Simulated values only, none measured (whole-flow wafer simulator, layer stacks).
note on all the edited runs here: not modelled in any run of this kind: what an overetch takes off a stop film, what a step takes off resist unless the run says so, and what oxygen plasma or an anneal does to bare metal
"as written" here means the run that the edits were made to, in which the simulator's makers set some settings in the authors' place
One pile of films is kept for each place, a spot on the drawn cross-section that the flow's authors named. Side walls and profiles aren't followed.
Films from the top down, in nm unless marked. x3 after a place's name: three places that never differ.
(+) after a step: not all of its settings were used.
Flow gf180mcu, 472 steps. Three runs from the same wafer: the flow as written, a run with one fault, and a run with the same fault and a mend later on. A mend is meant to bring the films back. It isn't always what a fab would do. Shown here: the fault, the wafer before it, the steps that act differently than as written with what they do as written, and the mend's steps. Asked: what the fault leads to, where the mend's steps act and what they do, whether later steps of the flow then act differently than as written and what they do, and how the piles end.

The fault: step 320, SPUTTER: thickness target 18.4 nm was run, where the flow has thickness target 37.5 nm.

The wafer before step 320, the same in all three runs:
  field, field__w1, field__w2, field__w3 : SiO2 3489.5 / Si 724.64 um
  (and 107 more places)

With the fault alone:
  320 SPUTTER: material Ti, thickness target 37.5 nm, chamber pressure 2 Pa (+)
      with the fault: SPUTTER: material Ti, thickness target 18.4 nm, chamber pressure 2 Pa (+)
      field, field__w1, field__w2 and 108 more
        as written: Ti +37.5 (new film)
        with the fault: Ti +18.4 (new film)
  Later steps of the flow that act differently than as written:
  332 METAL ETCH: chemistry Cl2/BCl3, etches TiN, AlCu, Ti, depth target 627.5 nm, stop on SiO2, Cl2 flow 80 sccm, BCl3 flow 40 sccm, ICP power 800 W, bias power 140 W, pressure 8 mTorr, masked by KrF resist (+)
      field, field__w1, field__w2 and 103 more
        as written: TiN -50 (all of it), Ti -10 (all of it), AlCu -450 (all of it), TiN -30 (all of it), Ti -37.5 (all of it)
        with the fault: TiN -50 (all of it), Ti -10 (all of it), AlCu -450 (all of it), TiN -30 (all of it), Ti -18.4 (all of it)
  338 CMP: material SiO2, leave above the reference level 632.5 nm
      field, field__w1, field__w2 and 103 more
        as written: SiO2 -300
        with the fault: SiO2 -319.1
  At the end the piles differ from the flow's by more than 2% or 0.5 nm, whichever is larger, at field__w8, contact, m1, m1__w1, m1_nw.
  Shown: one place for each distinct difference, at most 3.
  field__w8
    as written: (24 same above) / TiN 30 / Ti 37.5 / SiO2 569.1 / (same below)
    with the fault: (24 same above) / TiN 30 / Ti 18.4 / SiO2 569.1 / (same below)
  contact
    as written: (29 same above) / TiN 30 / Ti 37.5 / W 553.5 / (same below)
    with the fault: (29 same above) / TiN 30 / Ti 18.4 / W 553.5 / (same below)

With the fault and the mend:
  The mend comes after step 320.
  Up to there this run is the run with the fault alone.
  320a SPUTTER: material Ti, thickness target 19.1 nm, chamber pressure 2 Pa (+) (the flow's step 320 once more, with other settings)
      field, field__w1, field__w2 and 108 more
        Ti +19.1
  No later step of the flow acts differently than as written at any place that is followed.
  At the end the piles are the same as the flow's at every place that both follow.
